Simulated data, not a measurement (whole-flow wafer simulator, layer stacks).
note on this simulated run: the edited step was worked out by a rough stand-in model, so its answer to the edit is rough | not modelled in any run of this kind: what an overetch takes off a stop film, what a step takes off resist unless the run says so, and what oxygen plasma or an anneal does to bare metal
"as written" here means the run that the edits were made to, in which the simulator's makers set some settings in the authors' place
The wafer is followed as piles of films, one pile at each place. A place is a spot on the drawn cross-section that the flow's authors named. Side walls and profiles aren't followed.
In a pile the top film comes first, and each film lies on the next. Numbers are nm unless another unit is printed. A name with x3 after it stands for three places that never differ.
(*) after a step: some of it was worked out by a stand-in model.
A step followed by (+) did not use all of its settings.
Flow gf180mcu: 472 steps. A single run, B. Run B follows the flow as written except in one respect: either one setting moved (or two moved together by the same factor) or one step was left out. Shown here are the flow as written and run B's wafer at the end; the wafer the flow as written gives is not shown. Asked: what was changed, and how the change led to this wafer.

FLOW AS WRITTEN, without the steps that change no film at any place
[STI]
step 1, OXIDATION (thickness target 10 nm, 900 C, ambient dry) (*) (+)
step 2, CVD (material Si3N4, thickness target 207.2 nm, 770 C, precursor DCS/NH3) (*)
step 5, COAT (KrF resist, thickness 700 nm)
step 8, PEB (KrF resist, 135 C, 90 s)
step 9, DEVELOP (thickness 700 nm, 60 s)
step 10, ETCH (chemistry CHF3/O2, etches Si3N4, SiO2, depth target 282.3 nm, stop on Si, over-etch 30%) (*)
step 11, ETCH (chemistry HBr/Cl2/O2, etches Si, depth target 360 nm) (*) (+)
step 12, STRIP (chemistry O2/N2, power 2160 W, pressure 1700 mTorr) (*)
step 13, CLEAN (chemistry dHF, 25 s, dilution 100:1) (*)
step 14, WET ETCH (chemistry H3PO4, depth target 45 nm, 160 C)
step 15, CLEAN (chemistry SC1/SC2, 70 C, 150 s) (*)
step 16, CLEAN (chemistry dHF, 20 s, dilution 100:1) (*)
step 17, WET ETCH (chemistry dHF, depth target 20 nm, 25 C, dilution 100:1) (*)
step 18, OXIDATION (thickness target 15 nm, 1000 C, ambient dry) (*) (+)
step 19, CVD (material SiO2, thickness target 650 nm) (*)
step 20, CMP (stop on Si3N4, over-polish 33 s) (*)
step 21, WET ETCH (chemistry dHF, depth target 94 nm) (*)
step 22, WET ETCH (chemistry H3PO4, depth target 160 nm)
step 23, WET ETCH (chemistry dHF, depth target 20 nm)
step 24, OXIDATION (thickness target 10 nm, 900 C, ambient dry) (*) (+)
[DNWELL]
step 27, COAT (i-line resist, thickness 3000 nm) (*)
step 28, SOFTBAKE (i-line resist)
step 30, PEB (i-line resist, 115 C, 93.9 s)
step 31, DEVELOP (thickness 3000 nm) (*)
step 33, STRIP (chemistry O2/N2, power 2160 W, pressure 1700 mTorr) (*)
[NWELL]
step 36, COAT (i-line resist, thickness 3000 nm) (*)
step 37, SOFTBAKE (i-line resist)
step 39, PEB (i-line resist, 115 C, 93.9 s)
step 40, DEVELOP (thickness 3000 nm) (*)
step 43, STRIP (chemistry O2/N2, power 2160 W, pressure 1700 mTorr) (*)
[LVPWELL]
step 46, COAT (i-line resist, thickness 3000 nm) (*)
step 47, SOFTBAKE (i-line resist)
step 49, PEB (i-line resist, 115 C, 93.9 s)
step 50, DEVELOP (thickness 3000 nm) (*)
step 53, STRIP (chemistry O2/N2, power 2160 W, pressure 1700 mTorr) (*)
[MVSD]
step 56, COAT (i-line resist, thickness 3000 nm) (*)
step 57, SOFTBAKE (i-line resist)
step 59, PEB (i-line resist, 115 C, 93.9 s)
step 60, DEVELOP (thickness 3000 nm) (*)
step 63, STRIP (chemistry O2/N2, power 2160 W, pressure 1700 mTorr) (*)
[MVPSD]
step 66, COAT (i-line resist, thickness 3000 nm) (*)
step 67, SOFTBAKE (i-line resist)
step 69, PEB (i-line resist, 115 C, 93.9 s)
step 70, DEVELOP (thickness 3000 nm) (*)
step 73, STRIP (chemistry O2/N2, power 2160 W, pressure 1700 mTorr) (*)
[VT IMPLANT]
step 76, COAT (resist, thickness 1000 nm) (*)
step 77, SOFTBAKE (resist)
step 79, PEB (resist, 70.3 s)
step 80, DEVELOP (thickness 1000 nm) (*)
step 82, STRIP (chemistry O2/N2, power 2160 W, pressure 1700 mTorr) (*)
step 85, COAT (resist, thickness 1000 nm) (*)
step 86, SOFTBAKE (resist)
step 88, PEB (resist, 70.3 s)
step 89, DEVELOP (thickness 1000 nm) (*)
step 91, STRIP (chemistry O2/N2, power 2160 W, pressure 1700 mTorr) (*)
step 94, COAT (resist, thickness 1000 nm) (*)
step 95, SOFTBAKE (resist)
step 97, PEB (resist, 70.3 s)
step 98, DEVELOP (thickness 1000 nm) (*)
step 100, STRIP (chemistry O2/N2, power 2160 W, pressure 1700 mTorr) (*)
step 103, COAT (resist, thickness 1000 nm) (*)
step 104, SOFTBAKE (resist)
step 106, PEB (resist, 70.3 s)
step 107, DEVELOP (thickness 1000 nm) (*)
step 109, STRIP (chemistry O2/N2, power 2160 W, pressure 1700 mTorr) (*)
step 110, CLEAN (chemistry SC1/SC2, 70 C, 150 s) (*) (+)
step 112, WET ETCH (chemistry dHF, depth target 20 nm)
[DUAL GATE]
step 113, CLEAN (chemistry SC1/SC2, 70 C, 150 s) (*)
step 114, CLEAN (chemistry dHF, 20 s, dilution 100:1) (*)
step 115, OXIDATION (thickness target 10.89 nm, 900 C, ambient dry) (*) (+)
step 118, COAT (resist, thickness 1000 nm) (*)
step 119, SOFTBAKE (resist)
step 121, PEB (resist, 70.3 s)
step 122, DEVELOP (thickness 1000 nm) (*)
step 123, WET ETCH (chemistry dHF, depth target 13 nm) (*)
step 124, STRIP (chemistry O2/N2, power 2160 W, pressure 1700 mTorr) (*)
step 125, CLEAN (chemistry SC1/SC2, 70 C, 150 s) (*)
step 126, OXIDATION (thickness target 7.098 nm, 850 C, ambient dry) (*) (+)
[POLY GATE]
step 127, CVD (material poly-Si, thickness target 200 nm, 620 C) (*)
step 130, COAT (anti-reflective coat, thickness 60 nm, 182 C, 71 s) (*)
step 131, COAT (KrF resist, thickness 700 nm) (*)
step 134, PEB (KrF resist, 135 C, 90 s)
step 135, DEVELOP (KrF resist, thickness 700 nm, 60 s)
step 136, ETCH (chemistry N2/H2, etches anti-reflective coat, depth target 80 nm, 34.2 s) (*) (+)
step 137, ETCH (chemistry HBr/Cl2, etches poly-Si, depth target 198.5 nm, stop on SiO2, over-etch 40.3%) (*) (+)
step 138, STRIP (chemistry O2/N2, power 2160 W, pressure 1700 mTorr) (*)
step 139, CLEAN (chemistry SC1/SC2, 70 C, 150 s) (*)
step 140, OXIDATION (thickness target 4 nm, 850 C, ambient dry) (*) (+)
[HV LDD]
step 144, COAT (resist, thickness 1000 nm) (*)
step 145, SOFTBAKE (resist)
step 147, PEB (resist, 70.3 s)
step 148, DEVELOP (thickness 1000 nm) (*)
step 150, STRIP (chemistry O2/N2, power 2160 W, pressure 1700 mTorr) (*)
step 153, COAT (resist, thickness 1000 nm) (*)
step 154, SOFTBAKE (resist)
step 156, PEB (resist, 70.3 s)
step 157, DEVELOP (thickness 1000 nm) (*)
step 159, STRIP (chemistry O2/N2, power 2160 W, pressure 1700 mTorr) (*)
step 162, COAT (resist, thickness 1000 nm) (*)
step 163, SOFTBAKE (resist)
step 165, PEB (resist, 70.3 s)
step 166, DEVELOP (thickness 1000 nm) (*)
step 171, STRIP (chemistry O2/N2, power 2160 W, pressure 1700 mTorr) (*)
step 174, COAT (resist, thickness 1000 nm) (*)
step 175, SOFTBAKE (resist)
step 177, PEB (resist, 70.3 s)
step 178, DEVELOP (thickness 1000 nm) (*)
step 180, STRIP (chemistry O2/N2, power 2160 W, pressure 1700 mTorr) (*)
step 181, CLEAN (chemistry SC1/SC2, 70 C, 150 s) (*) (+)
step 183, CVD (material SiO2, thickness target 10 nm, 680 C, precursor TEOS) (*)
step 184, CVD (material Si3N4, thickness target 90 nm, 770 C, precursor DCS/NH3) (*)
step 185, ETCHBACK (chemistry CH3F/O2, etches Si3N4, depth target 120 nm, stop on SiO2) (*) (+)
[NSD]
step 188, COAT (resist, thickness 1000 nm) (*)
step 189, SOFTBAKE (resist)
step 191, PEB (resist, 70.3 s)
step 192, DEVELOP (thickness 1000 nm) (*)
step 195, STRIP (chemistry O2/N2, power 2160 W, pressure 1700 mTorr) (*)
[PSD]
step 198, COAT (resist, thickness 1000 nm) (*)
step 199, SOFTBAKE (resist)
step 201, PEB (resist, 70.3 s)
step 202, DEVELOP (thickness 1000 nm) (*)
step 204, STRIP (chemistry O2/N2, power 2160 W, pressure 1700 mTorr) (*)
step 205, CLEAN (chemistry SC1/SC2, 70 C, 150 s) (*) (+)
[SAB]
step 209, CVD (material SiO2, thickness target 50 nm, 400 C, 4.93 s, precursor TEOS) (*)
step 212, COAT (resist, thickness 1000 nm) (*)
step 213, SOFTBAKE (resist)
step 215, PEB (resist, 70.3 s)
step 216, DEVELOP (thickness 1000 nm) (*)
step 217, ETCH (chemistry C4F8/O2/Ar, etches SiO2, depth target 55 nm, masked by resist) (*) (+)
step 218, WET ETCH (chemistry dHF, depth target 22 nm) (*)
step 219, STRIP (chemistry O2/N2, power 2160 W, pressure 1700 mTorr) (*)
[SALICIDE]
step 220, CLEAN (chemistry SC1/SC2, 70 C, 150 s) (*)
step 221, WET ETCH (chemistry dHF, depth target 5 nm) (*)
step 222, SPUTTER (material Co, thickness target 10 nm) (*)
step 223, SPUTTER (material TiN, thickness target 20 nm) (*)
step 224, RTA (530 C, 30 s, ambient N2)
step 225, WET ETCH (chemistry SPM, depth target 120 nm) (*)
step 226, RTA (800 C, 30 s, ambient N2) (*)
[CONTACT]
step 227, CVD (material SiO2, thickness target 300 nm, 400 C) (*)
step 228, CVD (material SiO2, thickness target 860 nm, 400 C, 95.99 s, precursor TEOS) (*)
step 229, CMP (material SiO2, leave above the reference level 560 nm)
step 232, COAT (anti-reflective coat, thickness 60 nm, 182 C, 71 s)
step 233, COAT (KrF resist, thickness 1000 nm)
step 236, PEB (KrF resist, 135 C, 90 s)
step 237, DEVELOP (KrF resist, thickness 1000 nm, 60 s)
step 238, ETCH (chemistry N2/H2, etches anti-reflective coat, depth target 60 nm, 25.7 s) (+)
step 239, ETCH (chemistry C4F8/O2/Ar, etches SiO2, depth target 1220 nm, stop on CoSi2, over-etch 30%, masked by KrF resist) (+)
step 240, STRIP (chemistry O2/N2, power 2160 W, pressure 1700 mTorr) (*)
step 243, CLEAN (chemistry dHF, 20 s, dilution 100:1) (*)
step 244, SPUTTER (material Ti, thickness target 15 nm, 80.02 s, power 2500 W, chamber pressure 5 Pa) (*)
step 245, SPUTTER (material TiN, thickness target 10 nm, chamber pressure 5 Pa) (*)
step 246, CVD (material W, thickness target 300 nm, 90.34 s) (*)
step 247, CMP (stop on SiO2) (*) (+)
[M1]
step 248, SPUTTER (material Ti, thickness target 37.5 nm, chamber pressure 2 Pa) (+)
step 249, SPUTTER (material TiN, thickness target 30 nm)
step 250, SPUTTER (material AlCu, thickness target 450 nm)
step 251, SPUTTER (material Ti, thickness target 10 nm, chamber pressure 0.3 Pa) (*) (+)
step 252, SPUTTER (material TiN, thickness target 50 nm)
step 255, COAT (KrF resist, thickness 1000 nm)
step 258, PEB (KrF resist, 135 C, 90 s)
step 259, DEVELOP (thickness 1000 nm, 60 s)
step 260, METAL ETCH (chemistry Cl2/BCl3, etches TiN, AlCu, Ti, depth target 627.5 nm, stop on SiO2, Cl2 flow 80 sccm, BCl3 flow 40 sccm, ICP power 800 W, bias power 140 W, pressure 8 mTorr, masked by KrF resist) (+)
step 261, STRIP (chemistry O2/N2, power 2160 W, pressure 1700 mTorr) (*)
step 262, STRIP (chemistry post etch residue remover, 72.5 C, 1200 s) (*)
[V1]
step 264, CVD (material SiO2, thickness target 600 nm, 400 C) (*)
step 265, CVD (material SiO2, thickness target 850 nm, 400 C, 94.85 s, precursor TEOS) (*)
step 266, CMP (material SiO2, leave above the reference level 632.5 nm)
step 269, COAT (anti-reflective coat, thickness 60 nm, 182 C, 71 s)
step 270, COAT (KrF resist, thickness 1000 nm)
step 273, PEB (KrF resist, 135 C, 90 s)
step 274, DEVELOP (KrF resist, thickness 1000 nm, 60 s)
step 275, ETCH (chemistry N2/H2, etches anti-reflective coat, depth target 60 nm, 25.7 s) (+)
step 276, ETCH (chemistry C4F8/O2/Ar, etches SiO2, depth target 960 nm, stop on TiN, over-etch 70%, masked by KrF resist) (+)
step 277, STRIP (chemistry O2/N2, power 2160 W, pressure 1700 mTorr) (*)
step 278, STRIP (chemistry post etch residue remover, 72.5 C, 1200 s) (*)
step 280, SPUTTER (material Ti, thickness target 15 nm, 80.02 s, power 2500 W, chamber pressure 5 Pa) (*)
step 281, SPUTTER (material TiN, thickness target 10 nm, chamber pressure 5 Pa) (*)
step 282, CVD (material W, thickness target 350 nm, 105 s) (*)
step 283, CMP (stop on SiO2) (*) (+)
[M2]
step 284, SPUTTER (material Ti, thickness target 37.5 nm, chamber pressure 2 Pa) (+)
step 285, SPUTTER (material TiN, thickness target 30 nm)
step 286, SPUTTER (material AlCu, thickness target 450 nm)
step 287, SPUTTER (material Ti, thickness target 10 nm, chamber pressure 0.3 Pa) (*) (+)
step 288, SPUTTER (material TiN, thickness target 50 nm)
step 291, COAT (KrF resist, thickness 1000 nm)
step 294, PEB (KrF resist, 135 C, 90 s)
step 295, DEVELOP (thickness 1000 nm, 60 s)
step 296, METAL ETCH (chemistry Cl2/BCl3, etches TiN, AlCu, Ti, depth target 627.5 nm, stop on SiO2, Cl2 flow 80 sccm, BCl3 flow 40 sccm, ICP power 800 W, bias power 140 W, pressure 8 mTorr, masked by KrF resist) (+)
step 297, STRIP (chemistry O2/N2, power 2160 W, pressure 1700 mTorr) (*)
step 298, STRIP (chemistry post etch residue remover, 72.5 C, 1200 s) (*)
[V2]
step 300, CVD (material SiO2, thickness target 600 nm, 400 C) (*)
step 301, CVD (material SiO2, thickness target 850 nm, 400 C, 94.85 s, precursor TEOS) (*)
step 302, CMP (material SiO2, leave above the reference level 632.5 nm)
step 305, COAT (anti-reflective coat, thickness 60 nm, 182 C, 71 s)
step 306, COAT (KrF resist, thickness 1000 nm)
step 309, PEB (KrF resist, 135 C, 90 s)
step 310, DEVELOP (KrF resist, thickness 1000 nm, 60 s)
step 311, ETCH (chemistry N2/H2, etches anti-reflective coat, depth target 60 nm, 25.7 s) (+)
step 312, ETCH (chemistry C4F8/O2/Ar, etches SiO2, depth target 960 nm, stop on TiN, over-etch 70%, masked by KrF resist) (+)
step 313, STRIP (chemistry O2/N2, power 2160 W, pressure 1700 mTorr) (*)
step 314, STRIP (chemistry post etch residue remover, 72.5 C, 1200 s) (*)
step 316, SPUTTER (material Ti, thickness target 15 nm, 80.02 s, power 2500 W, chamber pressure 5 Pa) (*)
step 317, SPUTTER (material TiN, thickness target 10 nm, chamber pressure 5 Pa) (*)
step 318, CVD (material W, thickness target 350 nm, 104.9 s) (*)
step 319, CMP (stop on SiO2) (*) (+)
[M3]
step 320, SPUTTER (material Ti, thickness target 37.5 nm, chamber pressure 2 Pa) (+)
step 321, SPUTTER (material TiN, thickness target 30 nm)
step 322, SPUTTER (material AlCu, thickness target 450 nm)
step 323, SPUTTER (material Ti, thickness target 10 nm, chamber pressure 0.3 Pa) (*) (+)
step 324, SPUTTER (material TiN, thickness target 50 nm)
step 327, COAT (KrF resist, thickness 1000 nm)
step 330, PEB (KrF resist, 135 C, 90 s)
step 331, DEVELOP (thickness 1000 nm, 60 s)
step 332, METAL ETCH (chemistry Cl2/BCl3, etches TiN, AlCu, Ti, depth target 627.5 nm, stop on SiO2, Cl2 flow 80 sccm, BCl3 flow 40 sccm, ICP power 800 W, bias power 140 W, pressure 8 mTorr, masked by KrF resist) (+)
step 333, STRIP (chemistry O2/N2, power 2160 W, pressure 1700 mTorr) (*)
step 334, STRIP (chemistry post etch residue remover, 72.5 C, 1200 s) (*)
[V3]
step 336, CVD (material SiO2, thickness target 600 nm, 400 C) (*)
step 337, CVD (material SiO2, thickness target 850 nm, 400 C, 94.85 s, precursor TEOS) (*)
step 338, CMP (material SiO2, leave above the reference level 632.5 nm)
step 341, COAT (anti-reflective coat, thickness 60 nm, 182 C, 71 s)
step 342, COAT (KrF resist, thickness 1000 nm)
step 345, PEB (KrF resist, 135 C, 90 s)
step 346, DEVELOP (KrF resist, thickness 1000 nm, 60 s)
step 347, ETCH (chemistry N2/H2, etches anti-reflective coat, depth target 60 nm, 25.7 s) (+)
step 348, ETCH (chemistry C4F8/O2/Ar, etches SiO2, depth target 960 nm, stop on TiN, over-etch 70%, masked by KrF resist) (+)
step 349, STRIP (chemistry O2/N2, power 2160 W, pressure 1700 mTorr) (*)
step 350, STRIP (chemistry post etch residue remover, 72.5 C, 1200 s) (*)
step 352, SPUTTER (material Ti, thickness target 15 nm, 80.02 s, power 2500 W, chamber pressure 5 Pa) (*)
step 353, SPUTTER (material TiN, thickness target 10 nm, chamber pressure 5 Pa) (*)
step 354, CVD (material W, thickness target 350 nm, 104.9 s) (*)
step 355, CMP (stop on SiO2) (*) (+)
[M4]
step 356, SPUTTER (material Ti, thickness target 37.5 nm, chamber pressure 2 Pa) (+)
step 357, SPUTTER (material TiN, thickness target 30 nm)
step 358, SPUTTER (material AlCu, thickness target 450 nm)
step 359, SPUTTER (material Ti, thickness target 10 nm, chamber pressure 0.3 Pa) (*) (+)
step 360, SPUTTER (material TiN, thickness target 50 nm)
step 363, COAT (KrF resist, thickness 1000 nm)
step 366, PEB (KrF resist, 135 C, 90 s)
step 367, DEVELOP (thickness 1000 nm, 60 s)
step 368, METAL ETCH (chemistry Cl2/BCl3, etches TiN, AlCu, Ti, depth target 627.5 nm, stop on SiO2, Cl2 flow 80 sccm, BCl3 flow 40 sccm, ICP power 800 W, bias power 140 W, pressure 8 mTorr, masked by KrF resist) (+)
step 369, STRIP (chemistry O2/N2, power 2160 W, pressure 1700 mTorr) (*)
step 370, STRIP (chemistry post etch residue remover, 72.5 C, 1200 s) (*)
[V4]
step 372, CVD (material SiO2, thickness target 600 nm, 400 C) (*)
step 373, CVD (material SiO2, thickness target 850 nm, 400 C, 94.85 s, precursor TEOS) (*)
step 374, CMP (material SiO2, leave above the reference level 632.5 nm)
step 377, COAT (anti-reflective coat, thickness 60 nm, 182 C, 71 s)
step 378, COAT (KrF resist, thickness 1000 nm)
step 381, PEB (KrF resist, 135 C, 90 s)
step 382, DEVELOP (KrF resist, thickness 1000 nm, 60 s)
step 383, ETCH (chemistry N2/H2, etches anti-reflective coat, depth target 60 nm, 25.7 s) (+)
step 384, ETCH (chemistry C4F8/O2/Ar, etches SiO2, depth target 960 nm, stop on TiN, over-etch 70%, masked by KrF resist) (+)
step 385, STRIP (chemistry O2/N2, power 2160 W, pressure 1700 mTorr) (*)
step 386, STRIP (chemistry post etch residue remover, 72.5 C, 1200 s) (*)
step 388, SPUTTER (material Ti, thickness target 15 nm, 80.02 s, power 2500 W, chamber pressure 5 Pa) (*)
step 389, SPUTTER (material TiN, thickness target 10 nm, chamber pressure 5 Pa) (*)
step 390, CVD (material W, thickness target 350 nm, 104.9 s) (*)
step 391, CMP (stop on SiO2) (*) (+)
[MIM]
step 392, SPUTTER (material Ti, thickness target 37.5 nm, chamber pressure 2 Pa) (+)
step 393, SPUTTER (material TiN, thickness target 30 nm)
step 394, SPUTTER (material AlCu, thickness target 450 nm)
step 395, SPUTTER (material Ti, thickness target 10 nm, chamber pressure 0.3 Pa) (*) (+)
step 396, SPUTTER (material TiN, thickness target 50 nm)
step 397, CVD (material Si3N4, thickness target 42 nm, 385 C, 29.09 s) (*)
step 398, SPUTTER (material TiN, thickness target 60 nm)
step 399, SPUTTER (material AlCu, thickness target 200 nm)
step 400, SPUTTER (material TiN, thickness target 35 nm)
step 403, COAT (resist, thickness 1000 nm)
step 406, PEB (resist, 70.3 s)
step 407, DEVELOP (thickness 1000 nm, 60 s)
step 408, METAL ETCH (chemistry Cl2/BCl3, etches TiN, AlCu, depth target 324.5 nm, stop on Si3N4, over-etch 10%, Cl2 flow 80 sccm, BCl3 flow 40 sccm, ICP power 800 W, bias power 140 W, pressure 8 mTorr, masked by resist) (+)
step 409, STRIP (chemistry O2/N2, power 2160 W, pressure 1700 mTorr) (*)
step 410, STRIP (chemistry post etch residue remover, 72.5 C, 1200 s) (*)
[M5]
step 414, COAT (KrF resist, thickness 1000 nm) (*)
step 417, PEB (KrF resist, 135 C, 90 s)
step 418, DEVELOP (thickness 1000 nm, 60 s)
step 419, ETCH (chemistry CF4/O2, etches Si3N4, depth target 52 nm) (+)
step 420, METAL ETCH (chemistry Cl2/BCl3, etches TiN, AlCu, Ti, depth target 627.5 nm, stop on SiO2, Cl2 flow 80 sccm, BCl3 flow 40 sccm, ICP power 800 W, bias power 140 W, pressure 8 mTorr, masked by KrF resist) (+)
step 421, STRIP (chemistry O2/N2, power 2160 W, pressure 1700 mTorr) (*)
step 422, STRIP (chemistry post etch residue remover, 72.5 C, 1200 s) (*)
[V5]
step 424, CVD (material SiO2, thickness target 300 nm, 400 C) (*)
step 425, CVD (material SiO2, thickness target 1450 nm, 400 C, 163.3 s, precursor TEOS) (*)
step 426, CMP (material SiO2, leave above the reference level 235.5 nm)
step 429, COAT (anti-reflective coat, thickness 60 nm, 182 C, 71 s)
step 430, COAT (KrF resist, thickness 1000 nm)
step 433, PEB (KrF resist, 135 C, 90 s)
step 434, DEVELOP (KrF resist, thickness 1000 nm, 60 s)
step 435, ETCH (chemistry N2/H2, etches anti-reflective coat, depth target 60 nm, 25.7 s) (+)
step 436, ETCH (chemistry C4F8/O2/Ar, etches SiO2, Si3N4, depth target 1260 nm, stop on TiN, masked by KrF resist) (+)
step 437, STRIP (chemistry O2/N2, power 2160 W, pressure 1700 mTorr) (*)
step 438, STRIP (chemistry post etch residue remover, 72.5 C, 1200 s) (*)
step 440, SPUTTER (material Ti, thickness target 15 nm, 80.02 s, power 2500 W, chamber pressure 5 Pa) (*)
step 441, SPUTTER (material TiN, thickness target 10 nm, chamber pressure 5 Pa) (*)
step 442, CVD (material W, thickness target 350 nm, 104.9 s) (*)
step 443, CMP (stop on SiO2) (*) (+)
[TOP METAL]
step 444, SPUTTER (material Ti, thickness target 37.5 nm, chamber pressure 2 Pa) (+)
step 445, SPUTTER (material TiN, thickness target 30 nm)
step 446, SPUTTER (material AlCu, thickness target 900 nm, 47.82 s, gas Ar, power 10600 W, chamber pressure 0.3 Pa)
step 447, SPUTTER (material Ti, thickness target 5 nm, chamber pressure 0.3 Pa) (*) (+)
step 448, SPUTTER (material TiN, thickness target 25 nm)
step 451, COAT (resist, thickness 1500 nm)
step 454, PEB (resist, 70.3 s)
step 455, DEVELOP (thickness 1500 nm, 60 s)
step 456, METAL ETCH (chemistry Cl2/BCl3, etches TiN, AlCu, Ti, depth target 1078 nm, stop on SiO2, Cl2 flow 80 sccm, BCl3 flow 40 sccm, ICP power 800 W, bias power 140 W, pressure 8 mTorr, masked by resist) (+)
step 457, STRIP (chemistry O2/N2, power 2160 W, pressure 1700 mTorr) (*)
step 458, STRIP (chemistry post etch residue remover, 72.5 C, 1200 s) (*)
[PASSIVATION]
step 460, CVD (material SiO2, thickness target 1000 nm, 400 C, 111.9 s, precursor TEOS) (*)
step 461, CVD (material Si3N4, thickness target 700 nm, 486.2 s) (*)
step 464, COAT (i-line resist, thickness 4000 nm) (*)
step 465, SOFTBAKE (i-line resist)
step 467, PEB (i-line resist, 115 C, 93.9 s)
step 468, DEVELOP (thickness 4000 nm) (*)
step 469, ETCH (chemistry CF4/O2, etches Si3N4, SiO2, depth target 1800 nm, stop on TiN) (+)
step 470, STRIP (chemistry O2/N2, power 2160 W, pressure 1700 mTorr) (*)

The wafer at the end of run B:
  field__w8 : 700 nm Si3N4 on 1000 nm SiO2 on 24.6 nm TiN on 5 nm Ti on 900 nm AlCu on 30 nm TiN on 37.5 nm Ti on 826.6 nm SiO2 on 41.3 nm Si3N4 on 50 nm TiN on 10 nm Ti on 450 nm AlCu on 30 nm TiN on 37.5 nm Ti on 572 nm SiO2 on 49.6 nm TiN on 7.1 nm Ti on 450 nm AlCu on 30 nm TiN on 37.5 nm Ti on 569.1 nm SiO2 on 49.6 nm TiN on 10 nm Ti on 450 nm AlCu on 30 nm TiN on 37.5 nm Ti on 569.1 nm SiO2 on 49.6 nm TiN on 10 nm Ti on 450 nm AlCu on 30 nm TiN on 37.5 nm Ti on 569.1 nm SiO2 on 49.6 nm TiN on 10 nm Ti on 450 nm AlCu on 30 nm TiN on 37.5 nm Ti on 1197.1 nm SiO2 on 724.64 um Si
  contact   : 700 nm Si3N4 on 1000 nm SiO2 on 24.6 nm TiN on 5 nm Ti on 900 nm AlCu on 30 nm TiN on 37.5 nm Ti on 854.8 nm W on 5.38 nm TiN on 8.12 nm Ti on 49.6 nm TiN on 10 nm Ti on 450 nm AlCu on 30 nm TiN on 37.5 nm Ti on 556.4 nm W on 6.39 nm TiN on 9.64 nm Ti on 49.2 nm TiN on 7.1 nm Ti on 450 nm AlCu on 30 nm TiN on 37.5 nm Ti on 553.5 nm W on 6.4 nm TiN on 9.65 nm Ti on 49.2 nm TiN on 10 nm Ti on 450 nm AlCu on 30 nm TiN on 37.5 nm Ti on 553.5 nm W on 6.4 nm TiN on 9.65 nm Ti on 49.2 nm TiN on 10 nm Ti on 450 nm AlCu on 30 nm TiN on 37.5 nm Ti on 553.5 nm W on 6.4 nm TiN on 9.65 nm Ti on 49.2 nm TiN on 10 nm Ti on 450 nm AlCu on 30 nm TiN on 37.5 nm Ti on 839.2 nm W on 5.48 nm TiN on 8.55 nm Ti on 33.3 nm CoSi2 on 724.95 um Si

Cause: step 359, SPUTTER: thickness target 7.1 nm was run, whereas the flow has thickness target 10 nm.
The wafer lets one read it off: field__w8 has Ti 7.1, and step 359 as written asks for 10 nm.

How this came from the change, step by step:
  step 359, SPUTTER (material Ti, thickness target 10 nm, chamber pressure 0.3 Pa) (*) (+)
      field, field__w1, field__w2 and 108 more: Ti gains 7.1 (new film) (as written it would have been: Ti gains 10 (new film))
  step 368, METAL ETCH (chemistry Cl2/BCl3, etches TiN, AlCu, Ti, depth target 627.5 nm, stop on SiO2, Cl2 flow 80 sccm, BCl3 flow 40 sccm, ICP power 800 W, bias power 140 W, pressure 8 mTorr, masked by KrF resist) (+)
      field, field__w1, field__w2 and 103 more: TiN loses 50 (all of it), Ti loses 7.1 (all of it), AlCu loses 450 (all of it), TiN loses 30 (all of it), Ti loses 37.5 (all of it) (as written it would have been: TiN loses 50 (all of it), Ti loses 10 (all of it), AlCu loses 450 (all of it), TiN loses 30 (all of it), Ti loses 37.5 (all of it))
